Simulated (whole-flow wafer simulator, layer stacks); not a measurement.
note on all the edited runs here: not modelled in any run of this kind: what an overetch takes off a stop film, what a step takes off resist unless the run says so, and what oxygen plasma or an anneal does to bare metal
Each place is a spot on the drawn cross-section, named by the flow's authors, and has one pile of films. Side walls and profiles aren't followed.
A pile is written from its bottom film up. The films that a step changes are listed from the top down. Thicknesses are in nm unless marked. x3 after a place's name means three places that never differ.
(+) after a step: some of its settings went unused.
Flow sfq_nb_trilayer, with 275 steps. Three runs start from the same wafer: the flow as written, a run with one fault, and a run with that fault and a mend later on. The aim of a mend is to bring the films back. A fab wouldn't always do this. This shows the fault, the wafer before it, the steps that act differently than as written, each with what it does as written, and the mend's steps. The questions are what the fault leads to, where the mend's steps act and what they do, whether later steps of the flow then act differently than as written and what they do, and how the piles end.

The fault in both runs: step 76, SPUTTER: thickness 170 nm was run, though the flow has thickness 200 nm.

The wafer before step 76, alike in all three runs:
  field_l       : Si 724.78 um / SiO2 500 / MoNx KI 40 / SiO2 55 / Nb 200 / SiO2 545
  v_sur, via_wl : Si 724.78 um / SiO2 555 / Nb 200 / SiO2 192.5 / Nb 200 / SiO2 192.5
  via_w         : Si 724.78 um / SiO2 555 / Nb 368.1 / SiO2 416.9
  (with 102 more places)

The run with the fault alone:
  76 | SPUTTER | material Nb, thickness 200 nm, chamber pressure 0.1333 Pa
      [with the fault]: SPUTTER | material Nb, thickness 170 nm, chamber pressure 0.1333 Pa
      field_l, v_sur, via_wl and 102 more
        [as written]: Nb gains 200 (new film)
        [with the fault]: Nb gains 170 (new film)
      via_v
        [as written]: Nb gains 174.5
        [with the fault]: Nb gains 148.7
  Steps further on in the flow that do not act as written (6 more steps, not shown, differ only slightly: by at most 2% or 0.5 nm, whichever is larger):
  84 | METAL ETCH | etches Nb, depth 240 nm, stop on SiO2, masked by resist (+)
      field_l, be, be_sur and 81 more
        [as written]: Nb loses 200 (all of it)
        [with the fault]: Nb loses 170 (all of it)
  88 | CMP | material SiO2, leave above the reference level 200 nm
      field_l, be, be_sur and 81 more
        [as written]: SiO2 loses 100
        [with the fault]: SiO2 loses 130
  At v_sur, via_wl, via_w and 36 more, the piles at the end differ from the flow's by more than 2% or 0.5 nm, whichever is larger.
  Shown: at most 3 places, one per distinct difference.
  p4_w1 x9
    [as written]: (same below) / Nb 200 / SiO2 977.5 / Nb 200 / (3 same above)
    [with the fault]: (same below) / Nb 200 / SiO2 947.5 / Nb 200 / (3 same above)
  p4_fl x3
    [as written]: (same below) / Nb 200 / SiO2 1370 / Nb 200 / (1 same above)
    [with the fault]: (same below) / Nb 200 / SiO2 1340 / Nb 200 / (1 same above)
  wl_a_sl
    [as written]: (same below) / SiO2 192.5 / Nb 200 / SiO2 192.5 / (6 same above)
    [with the fault]: (same below) / SiO2 192.5 / Nb 170 / SiO2 192.5 / (6 same above)

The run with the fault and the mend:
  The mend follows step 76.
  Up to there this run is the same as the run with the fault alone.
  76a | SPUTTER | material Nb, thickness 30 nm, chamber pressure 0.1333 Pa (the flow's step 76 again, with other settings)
      field_l, v_sur, via_wl and 102 more
        Nb gains 30
      via_v
        Nb gains 23.1
  None of the later steps of the flow differs from how it acts as written, at any place that is followed, by more than 2% or 0.5 nm, whichever is larger.
  When the end is reached, the piles differ only a little from the flow's at the places that both follow, at most by 2% or 0.5 nm, whichever is larger.
